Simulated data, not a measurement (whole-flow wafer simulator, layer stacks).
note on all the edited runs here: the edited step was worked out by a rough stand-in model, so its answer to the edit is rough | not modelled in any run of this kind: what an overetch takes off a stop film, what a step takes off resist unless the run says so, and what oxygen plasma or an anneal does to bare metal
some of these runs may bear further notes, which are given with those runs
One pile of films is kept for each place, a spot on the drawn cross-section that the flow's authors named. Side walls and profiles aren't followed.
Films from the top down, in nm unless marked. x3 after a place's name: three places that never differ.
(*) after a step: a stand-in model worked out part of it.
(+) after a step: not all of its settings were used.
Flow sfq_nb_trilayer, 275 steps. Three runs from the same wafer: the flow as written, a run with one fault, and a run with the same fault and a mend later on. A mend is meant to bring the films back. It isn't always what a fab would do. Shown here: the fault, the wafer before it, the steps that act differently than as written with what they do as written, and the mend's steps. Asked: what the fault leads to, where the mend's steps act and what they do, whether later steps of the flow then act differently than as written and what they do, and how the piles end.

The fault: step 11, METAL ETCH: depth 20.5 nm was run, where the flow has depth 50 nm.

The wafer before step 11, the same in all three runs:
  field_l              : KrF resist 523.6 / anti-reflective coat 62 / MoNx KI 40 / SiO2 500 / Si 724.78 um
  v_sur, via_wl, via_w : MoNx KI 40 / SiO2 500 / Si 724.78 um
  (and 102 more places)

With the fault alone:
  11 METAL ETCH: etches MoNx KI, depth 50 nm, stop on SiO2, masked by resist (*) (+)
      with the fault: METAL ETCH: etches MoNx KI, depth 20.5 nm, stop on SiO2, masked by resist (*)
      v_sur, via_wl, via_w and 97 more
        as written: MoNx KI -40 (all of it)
        with the fault: MoNx KI -20.5
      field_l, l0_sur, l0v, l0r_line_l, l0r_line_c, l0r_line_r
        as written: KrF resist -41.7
        with the fault: KrF resist -17.1
  Later steps of the flow that act differently than as written (8 more steps differ only slightly, by at most 2% or 0.5 nm, whichever is larger, and aren't shown):
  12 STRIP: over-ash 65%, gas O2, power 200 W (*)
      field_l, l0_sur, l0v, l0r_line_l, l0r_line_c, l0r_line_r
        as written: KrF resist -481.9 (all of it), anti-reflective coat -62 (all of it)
        with the fault: KrF resist -506.5 (all of it), anti-reflective coat -62 (all of it)
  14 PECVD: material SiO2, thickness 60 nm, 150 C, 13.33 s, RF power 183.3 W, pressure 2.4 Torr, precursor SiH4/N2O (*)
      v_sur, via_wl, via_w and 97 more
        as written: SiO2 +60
        with the fault: SiO2 +60 (new film)
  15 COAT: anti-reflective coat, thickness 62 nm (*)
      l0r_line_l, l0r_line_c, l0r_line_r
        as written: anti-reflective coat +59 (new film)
        with the fault: anti-reflective coat +60.3 (new film)
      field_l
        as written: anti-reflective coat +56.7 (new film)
        with the fault: anti-reflective coat +59 (new film)
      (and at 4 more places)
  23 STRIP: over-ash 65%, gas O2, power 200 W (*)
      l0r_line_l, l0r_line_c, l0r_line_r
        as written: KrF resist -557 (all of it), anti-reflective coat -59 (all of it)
        with the fault: KrF resist -558.4 (all of it), anti-reflective coat -60.3 (all of it)
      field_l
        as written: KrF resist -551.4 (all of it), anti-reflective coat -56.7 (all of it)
        with the fault: KrF resist -555.6 (all of it), anti-reflective coat -59 (all of it)
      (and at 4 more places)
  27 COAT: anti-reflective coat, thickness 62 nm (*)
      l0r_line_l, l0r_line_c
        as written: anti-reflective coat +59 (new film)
        with the fault: anti-reflective coat +60.3 (new film)
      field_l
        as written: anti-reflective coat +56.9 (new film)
        with the fault: anti-reflective coat +59.2 (new film)
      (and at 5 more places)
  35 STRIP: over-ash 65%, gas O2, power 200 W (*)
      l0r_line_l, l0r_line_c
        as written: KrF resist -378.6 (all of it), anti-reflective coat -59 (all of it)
        with the fault: KrF resist -380.5 (all of it), anti-reflective coat -60.3 (all of it)
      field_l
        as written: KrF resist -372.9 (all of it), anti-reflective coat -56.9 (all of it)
        with the fault: KrF resist -377.5 (all of it), anti-reflective coat -59.2 (all of it)
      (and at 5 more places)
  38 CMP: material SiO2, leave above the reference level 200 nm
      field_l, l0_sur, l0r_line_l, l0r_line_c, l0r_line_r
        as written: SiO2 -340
        with the fault: SiO2 -320.5
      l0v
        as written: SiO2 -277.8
        with the fault: SiO2 -258.3
  At the end the piles differ from the flow's by more than 2% or 0.5 nm, whichever is larger, at v_sur, via_wl, via_w and 97 more.
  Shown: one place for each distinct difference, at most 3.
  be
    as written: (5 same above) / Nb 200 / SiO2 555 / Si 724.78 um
    with the fault: (5 same above) / Nb 200 / SiO2 55 / MoNx KI 19.5 / SiO2 500 / Si 724.78 um
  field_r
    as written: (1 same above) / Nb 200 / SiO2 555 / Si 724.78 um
    with the fault: (1 same above) / Nb 200 / SiO2 55 / MoNx KI 19.5 / SiO2 500 / Si 724.78 um
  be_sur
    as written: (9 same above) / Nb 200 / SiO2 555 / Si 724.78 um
    with the fault: (9 same above) / Nb 200 / SiO2 55 / MoNx KI 19.5 / SiO2 500 / Si 724.78 um

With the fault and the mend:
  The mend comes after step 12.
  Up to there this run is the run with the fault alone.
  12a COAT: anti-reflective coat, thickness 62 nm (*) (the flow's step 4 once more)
      p4_fl x3, p4_w1 x9, p4_g1 x2 and 59 more
        anti-reflective coat +62 (new film)
      wire, be, be_sur and 13 more
        anti-reflective coat +62.9 (new film)
      via_sp, via_v, ln_m5
        anti-reflective coat +63 (new film)
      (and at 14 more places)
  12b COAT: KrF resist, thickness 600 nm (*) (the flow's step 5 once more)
      p4_fl x3, p4_w1 x9, p4_g1 x2 and 59 more
        KrF resist +600 (new film)
      gap, jj_sur, ce_l and 6 more
        KrF resist +603.4 (new film)
      be, be_sur, r_end, moat
        KrF resist +603.5 (new film)
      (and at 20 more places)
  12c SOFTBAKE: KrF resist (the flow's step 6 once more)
      changes no film at any place that is followed
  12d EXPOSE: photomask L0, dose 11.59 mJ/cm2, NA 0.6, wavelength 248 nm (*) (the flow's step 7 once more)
      changes no film at any place that is followed
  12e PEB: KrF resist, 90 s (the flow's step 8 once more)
      l0_sur, p4_fl x3, p4_w1 x9 and 64 more
        KrF resist -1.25
      v_sur, via_wr, via_sp and 20 more
        KrF resist -1.26
      via_wl, via_w, lsp_r, l0r_space_c
        KrF resist -1.27
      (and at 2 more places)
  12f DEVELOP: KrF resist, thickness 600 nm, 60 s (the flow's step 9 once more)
      p4_fl x3, p4_w1 x9, p4_g1 x2 and 59 more
        KrF resist -598.7 (all of it)
      field_l, l0_sur, l0v, l0r_line_l, l0r_line_c, l0r_line_r
        KrF resist -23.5
      ce_l, c5j, ce_r, sp_r, be_r, r_sur
        KrF resist -602.1 (all of it)
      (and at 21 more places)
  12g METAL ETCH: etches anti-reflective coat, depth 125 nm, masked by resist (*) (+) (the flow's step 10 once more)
      p4_fl x3, p4_w1 x9, p4_g1 x2 and 59 more
        anti-reflective coat -62 (all of it)
      wire, be, be_sur and 13 more
        anti-reflective coat -62.9 (all of it)
      field_l, l0_sur, l0v, l0r_line_l, l0r_line_c, l0r_line_r
        KrF resist -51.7
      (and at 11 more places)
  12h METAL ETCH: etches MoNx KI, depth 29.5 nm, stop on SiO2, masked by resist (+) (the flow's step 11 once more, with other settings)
      v_sur, via_wl, via_w and 97 more
        MoNx KI -19.5 (all of it)
      field_l, l0_sur, l0v, l0r_line_l, l0r_line_c, l0r_line_r
        KrF resist -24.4
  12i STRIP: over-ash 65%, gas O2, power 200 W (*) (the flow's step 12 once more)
      l0r_line_l, l0r_line_c, l0r_line_r
        KrF resist -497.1 (all of it), anti-reflective coat -60.2 (all of it)
      field_l
        KrF resist -494.5 (all of it), anti-reflective coat -58.8 (all of it)
      l0_sur
        KrF resist -495.5 (all of it), anti-reflective coat -57.3 (all of it)
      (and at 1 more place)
  No later step of the flow acts differently than as written at any place that is followed.
  At the end the piles are the same as the flow's at every place that both follow.
